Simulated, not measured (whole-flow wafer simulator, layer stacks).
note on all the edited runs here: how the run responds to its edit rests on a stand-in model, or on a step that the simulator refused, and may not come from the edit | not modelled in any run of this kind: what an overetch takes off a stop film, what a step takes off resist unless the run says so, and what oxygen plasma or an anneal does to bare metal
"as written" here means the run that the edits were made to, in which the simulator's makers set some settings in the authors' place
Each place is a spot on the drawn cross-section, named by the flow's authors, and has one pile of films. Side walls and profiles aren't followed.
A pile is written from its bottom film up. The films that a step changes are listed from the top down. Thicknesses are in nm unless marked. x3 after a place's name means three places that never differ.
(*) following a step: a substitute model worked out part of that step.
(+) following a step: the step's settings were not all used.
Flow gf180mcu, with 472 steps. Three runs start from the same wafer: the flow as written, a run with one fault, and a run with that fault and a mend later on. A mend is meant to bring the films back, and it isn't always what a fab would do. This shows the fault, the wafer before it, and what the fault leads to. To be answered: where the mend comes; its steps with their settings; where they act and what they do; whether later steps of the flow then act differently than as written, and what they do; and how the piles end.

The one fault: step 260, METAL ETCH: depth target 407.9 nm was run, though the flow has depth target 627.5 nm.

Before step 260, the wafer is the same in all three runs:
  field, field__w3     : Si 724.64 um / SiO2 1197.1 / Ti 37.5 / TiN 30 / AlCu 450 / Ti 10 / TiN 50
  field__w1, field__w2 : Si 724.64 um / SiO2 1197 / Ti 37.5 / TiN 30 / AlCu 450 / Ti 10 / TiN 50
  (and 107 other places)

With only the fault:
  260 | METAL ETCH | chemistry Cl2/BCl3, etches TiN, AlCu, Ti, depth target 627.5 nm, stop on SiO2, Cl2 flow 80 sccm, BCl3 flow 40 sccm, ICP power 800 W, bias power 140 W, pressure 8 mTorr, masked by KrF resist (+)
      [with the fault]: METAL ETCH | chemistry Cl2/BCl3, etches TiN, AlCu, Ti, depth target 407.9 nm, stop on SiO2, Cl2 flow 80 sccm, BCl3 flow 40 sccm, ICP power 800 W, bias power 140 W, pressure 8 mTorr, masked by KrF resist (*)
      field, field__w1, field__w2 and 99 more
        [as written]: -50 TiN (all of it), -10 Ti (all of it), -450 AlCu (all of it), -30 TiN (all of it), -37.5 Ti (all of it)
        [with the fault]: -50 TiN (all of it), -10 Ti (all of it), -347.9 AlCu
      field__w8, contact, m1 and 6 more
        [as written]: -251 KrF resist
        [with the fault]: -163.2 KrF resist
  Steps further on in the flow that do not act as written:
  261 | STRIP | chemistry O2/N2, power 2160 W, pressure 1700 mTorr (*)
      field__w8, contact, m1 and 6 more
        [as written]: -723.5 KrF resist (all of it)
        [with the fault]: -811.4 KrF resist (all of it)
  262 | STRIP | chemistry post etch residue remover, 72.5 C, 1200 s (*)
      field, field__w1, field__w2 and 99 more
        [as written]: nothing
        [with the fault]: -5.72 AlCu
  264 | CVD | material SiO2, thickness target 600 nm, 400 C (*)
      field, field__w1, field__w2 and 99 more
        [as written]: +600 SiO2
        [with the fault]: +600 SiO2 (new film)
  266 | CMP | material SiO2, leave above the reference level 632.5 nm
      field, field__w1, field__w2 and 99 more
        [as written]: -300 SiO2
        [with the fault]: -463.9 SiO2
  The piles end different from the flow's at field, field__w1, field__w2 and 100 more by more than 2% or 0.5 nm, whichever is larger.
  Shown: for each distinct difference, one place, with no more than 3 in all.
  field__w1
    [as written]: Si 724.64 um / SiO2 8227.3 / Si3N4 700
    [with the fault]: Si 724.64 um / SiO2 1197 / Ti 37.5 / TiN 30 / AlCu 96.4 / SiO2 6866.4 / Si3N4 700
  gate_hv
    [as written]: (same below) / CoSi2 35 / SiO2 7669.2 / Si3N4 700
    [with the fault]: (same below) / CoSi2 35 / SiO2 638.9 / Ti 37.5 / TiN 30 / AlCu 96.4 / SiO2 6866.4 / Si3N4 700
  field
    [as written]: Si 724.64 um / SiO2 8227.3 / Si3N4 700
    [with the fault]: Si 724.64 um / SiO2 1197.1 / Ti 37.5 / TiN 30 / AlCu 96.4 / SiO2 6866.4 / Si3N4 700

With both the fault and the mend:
  The mend follows step 260.
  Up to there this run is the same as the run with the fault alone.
  260a | METAL ETCH | chemistry Cl2/BCl3, etches TiN, AlCu, Ti, depth target 219.6 nm, stop on SiO2, Cl2 flow 80 sccm, BCl3 flow 40 sccm, ICP power 800 W, bias power 140 W, pressure 8 mTorr, masked by KrF resist (+) (the flow's step 260 again, with other settings)
      field, field__w1, field__w2 and 99 more
        -102.1 AlCu (all of it), -30 TiN (all of it), -37.5 Ti (all of it)
      field__w8, contact, m1 and 6 more
        -87.8 KrF resist
  None of the later steps of the flow acts differently than as written at any place that is followed.
  At every place that both follow, the piles at the end match the flow's.
